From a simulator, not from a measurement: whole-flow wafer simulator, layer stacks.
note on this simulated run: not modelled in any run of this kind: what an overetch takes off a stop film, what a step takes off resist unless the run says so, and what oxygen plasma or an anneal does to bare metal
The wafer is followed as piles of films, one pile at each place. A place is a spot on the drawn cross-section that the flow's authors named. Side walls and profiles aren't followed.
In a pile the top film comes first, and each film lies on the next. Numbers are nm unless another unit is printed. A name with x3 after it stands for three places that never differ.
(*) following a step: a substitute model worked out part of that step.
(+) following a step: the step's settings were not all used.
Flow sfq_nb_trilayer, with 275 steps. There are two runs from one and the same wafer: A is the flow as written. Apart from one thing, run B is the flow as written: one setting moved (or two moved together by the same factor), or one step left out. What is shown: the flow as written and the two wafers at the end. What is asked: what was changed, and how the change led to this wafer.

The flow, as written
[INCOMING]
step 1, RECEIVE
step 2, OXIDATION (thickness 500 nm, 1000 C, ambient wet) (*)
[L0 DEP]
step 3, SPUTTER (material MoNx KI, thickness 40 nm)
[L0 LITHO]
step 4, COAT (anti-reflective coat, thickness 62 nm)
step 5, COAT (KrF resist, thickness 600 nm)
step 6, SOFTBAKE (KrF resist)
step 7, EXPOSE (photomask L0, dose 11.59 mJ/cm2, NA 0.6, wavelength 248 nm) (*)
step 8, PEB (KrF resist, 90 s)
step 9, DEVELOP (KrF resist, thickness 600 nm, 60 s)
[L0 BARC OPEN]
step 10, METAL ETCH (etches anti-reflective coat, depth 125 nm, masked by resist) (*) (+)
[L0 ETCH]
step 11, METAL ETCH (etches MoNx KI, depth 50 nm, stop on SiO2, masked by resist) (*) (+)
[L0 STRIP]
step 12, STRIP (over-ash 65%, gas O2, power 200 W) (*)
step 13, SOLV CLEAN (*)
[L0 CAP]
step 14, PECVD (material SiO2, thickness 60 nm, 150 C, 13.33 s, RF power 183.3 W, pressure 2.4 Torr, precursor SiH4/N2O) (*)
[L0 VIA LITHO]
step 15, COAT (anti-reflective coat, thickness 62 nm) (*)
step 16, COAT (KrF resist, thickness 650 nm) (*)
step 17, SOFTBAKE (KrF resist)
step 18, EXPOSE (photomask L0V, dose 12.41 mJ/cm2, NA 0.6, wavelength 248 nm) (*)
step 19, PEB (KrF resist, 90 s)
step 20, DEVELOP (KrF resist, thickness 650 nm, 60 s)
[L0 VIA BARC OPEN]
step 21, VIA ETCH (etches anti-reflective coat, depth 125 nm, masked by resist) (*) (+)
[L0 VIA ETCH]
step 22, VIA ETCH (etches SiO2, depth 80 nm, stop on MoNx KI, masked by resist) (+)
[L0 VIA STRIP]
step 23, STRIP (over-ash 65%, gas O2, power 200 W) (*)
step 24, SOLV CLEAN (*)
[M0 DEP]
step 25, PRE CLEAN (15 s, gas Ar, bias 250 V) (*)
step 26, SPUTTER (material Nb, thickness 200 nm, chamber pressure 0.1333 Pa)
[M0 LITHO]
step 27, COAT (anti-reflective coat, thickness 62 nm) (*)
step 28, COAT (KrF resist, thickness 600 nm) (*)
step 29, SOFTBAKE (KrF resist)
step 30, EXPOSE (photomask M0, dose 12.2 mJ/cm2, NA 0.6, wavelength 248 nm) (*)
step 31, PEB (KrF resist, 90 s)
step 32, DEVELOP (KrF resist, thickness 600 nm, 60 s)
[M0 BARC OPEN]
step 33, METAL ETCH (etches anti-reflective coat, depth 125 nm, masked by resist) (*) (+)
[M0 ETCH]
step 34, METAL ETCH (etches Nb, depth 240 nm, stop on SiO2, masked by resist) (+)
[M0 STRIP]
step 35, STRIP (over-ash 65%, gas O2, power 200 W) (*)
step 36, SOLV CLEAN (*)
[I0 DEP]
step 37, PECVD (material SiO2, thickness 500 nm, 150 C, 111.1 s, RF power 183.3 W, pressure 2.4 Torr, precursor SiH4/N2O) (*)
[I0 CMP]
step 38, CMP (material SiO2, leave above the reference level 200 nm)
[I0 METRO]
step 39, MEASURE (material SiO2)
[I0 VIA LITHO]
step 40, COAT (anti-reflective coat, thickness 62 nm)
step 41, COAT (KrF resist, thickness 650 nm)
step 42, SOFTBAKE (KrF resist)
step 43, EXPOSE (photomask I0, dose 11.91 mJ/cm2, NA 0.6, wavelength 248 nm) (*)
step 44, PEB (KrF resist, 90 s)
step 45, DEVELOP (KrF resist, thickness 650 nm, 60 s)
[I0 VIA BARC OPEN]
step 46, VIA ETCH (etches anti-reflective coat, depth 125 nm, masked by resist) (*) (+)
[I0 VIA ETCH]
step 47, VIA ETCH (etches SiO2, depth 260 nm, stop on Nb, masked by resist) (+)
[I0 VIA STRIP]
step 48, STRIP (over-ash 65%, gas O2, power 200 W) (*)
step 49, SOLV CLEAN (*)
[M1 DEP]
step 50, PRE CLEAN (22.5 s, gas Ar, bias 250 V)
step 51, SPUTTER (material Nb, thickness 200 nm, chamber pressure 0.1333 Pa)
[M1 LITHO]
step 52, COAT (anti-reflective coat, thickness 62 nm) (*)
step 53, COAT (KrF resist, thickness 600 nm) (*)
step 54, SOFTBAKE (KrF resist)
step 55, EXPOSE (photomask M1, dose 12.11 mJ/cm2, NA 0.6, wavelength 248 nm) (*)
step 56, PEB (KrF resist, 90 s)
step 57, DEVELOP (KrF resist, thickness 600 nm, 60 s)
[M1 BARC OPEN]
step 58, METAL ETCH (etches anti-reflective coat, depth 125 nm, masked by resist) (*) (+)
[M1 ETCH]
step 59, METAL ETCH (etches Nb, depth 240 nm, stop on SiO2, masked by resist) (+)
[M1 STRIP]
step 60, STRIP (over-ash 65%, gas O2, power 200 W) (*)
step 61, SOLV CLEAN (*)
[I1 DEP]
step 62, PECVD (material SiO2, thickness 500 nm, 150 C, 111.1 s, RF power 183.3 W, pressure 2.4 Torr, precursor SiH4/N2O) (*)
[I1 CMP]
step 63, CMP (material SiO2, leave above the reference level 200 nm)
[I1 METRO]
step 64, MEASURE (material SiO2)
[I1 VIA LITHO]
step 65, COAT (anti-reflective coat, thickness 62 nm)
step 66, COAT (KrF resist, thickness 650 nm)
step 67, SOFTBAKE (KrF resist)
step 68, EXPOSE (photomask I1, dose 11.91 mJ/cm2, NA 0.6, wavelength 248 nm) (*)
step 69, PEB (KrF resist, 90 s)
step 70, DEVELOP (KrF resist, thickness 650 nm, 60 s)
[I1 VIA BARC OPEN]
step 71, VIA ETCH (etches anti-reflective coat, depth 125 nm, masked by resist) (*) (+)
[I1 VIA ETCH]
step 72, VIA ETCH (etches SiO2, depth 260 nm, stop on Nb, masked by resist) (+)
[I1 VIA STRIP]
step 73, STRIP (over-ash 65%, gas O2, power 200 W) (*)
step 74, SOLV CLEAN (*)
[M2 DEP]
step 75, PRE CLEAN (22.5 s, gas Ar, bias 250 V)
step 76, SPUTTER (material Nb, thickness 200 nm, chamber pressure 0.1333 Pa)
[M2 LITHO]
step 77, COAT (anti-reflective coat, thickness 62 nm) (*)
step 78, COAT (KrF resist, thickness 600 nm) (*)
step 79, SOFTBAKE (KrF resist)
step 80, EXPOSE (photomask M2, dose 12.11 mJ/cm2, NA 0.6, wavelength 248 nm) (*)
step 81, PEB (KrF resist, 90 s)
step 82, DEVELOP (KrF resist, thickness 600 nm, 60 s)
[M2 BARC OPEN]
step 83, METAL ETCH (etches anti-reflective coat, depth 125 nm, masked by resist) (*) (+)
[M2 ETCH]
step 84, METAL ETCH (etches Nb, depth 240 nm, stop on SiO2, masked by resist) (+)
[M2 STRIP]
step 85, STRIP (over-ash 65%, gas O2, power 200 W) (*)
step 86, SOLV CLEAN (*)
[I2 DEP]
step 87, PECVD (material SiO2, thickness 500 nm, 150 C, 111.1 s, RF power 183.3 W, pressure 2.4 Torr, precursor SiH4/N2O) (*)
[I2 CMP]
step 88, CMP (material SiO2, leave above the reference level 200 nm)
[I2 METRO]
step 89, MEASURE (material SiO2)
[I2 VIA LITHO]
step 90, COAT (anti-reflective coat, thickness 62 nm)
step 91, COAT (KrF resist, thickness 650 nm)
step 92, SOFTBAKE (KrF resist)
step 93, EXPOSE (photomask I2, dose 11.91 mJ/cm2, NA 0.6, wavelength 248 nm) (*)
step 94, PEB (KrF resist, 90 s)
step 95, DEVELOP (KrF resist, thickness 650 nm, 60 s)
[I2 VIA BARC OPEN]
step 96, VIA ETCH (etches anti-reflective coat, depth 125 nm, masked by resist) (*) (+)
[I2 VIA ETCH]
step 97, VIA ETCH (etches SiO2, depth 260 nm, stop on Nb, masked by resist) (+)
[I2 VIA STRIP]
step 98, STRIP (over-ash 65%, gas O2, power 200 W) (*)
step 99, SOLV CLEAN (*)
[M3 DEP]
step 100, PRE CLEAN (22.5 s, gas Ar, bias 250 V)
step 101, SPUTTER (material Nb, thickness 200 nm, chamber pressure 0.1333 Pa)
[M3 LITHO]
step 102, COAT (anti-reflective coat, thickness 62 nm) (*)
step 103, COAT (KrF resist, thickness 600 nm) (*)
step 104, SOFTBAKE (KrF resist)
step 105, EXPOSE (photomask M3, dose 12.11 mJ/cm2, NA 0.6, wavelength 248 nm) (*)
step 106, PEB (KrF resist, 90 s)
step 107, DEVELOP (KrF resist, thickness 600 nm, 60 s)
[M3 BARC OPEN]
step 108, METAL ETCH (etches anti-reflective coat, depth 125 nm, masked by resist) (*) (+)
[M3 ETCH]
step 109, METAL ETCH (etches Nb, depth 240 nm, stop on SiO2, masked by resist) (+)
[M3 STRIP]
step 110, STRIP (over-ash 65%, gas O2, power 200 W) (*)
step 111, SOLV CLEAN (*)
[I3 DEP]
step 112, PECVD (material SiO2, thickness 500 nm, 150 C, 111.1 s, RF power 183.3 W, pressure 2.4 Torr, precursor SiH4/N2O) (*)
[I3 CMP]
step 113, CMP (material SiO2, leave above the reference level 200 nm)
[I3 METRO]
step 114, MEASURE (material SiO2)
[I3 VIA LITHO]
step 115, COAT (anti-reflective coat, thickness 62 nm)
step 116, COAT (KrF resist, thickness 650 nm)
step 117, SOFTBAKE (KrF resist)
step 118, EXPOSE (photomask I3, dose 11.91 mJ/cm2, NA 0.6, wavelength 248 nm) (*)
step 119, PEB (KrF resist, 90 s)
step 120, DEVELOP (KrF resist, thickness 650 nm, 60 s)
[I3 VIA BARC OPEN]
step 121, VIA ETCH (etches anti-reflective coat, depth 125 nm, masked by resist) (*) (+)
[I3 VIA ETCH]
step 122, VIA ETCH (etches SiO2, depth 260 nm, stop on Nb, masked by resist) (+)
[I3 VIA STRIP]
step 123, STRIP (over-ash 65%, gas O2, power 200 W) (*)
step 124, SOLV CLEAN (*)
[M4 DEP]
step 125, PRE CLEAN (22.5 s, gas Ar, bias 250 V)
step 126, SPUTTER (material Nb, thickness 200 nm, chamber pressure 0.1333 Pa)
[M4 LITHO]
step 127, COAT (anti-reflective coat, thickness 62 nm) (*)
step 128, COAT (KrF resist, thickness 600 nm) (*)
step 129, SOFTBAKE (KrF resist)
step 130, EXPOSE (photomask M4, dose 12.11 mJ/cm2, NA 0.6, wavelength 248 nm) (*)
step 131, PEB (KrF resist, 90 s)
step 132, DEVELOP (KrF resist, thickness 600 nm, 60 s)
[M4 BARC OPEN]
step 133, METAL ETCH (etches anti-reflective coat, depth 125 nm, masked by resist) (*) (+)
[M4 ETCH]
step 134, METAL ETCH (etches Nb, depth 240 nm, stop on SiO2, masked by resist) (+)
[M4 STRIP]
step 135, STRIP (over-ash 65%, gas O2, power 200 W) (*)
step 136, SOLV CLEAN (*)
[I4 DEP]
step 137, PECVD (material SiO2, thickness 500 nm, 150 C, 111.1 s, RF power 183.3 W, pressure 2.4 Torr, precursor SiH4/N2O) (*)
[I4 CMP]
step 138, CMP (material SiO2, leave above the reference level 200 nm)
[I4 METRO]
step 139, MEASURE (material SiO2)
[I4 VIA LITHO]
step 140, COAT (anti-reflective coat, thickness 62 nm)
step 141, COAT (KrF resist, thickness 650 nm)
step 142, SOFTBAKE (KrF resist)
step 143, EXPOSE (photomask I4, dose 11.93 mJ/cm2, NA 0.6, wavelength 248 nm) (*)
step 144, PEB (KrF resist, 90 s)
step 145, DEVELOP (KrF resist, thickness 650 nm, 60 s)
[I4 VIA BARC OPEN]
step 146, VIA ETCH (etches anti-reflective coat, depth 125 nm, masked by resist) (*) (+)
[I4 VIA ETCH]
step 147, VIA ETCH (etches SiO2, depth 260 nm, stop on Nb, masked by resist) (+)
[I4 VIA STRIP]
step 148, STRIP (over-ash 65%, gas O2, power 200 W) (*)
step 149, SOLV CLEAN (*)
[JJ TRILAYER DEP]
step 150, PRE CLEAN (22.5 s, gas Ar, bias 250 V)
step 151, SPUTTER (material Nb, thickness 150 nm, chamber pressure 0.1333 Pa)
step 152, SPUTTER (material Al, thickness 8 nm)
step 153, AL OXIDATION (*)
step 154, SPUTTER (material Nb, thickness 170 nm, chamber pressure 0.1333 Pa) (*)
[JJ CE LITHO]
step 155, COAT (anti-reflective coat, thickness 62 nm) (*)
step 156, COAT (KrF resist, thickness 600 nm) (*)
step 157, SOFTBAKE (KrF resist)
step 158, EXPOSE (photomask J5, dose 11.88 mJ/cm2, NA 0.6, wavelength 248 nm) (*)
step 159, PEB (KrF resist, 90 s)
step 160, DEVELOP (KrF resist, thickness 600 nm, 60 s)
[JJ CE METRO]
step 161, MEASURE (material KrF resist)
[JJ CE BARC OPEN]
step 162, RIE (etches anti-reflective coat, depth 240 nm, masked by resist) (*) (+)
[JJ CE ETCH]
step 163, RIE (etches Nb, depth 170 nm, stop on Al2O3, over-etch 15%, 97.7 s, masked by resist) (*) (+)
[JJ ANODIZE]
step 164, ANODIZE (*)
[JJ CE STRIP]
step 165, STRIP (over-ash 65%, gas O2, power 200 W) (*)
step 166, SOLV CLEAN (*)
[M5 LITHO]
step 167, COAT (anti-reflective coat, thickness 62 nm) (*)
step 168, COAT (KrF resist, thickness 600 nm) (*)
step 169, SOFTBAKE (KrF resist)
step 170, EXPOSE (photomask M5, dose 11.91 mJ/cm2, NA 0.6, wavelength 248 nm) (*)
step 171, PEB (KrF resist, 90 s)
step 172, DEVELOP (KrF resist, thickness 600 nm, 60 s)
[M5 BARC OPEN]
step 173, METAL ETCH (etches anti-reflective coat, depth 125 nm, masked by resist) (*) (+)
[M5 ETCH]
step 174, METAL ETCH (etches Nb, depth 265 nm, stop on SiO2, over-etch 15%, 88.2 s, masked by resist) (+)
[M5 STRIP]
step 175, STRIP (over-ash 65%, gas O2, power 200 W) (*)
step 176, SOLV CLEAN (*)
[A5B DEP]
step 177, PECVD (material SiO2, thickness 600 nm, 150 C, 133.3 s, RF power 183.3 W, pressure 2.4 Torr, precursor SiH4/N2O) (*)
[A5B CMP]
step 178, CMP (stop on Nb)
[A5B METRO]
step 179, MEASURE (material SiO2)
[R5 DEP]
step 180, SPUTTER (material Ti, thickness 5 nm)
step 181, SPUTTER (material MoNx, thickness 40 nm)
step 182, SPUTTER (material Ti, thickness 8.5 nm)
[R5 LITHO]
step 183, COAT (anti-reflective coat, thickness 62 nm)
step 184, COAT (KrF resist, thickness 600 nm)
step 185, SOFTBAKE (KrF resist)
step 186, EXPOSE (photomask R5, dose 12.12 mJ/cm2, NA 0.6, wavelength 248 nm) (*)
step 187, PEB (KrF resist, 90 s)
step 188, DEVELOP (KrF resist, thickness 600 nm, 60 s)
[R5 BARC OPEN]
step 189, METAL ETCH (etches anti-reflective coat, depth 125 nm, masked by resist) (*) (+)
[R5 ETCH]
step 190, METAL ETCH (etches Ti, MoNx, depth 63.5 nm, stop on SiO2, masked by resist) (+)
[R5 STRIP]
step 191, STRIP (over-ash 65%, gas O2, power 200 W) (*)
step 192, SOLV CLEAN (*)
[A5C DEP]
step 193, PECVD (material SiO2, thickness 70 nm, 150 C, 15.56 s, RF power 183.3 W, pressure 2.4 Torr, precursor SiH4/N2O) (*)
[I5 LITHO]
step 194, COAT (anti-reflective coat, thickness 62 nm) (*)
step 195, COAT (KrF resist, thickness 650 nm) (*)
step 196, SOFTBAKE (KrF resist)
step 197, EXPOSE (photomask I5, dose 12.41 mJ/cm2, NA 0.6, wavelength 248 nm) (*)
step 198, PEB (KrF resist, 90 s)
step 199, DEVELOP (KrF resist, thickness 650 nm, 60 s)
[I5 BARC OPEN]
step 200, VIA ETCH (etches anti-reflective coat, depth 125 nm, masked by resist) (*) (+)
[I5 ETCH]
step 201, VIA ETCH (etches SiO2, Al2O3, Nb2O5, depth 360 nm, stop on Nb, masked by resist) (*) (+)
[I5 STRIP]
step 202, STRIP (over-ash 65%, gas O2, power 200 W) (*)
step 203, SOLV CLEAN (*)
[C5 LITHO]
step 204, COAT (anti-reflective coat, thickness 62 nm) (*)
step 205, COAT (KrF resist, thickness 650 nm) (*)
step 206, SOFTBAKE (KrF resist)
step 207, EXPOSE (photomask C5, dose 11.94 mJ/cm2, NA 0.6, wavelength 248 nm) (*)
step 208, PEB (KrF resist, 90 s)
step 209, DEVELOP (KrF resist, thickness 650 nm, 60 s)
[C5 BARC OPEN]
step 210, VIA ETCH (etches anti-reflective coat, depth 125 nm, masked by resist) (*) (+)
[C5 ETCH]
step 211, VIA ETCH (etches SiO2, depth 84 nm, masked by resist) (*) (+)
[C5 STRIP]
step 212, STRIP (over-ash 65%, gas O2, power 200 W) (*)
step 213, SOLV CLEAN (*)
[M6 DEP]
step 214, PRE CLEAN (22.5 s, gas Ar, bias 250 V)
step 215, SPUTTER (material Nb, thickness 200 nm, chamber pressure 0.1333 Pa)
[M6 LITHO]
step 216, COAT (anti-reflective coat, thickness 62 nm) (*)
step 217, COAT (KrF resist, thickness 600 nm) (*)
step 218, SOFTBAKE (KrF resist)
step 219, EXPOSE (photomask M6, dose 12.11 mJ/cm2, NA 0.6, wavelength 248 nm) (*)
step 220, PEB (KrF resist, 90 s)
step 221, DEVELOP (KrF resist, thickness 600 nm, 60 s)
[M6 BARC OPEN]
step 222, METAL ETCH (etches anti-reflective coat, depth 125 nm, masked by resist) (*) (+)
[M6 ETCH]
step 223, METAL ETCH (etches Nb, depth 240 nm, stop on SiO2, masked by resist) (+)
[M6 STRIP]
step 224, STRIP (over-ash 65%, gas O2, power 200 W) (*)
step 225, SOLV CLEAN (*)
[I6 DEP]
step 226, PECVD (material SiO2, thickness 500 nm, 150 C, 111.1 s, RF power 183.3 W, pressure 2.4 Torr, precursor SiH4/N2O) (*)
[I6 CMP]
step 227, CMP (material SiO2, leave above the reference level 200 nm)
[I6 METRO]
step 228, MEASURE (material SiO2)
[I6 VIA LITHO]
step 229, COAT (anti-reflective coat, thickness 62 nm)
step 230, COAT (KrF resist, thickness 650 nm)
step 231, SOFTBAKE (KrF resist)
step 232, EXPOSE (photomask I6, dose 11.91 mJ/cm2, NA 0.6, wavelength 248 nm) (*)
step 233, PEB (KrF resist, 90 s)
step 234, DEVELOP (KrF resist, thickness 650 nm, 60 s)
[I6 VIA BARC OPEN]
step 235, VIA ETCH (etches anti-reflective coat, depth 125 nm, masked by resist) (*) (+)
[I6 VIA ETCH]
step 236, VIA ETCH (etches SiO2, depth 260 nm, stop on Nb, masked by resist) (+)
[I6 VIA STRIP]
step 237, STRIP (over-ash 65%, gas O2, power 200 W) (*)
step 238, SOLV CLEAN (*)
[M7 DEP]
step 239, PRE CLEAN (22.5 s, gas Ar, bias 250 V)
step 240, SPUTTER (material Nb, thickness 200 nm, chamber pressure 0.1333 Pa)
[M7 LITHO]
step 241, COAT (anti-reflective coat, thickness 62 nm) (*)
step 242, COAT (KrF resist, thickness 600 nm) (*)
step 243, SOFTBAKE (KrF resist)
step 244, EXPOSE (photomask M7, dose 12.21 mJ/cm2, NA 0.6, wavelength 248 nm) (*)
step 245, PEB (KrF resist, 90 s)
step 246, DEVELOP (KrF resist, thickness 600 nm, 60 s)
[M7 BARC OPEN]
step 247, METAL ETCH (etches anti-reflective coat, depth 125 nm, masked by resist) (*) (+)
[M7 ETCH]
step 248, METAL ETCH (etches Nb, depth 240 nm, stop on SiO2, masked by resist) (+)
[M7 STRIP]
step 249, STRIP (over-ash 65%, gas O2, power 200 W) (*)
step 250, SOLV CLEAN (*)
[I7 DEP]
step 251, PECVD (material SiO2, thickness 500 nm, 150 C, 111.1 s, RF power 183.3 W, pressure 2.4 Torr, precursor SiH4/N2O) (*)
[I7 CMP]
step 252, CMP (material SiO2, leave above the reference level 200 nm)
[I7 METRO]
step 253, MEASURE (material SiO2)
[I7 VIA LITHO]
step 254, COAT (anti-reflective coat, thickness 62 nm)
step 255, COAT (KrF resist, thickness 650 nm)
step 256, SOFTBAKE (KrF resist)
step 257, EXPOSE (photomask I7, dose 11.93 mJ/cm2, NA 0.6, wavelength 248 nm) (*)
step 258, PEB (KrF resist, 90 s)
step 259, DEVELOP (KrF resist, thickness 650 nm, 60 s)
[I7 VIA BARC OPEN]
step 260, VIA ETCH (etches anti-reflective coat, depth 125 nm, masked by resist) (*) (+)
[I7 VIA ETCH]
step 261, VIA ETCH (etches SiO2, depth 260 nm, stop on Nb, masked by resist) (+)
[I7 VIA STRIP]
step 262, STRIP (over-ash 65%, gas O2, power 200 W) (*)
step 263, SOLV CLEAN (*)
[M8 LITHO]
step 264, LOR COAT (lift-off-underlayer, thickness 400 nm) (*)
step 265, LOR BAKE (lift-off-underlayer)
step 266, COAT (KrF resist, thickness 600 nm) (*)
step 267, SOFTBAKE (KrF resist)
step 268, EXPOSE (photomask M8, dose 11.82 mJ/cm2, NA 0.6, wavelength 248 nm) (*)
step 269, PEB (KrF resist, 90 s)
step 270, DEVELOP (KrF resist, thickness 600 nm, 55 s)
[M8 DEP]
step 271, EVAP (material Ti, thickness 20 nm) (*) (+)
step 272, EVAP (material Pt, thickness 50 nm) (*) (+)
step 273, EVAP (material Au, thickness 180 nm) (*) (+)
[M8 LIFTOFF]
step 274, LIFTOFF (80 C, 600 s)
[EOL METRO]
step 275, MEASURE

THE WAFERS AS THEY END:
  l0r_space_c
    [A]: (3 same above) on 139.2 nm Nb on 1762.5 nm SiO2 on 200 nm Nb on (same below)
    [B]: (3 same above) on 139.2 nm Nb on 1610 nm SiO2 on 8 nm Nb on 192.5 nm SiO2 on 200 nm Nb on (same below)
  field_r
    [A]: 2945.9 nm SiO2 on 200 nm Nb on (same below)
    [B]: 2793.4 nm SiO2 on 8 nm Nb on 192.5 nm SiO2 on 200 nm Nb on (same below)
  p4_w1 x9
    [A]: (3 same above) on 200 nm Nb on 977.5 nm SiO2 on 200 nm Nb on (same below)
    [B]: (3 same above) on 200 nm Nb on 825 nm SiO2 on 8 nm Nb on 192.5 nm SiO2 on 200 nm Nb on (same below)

The reason: step 51, SPUTTER: thickness 248 nm was run, whereas the flow has thickness 200 nm.

How this came from the change, step by step:
  step 51, SPUTTER (material Nb, thickness 200 nm, chamber pressure 0.1333 Pa)
      field_l, v_sur, via_wl and 102 more: A Nb gains 200 (new film) | B Nb gains 248 (new film)
      via_w: A Nb gains 174.5 | B Nb gains 217
  step 52, COAT (anti-reflective coat, thickness 62 nm) (*)
      via_wl: A anti-reflective coat gains 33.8 (new film) | B anti-reflective coat gains 33.1 (new film)
      via_wr: A anti-reflective coat gains 34.9 (new film) | B anti-reflective coat gains 33.1 (new film)
  step 59, METAL ETCH (etches Nb, depth 240 nm, stop on SiO2, masked by resist) (+)
      field_l, be, be_sur and 79 more: A Nb loses 200 (all of it) | B Nb loses 240
  step 60, STRIP (over-ash 65%, gas O2, power 200 W) (*)
      via_wl: A KrF resist loses 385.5 (all of it), anti-reflective coat loses 33.8 (all of it) | B KrF resist loses 385.2 (all of it), anti-reflective coat loses 33.1 (all of it)
      via_wr: A KrF resist loses 384.4 (all of it), anti-reflective coat loses 34.9 (all of it) | B KrF resist loses 385.3 (all of it), anti-reflective coat loses 33.1 (all of it)
  step 62, PECVD (material SiO2, thickness 500 nm, 150 C, 111.1 s, RF power 183.3 W, pressure 2.4 Torr, precursor SiH4/N2O) (*)
      field_l, be, be_sur and 72 more: A SiO2 gains 500 | B SiO2 gains 500 (new film)
      lsp_m, ln_m6, lsp_r, l0_sur, l0v: A SiO2 gains 494.9 | B SiO2 gains 493.9 (new film)
      (as well as at 3 more places)
  step 63, CMP (material SiO2, leave above the reference level 200 nm)
      field_l, be, be_sur and 72 more: A SiO2 loses 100 | B SiO2 loses 60
      lsp_m, ln_m6, lsp_r, l0_sur, l0v: A SiO2 loses 94.9 | B SiO2 loses 53.9
      (as well as at 1 more place)
With metal films that touch counted as one body, l0r_space_c has 3 bodies (between them, from the top down: SiO2 1610; SiO2 192.5); the flow as written gives 2 bodies (between them, from the top down: SiO2 1762.5).
With metal films that touch counted as one body, field_r has 2 bodies (between them, from the top down: SiO2 192.5); the flow as written gives 1 body.
With metal films that touch counted as one body, p4_w1 x9 has 4 bodies (between them, from the top down: SiO2 192.5; SiO2 825; SiO2 192.5); the flow as written gives 3 bodies (between them, from the top down: SiO2 192.5; SiO2 977.5).
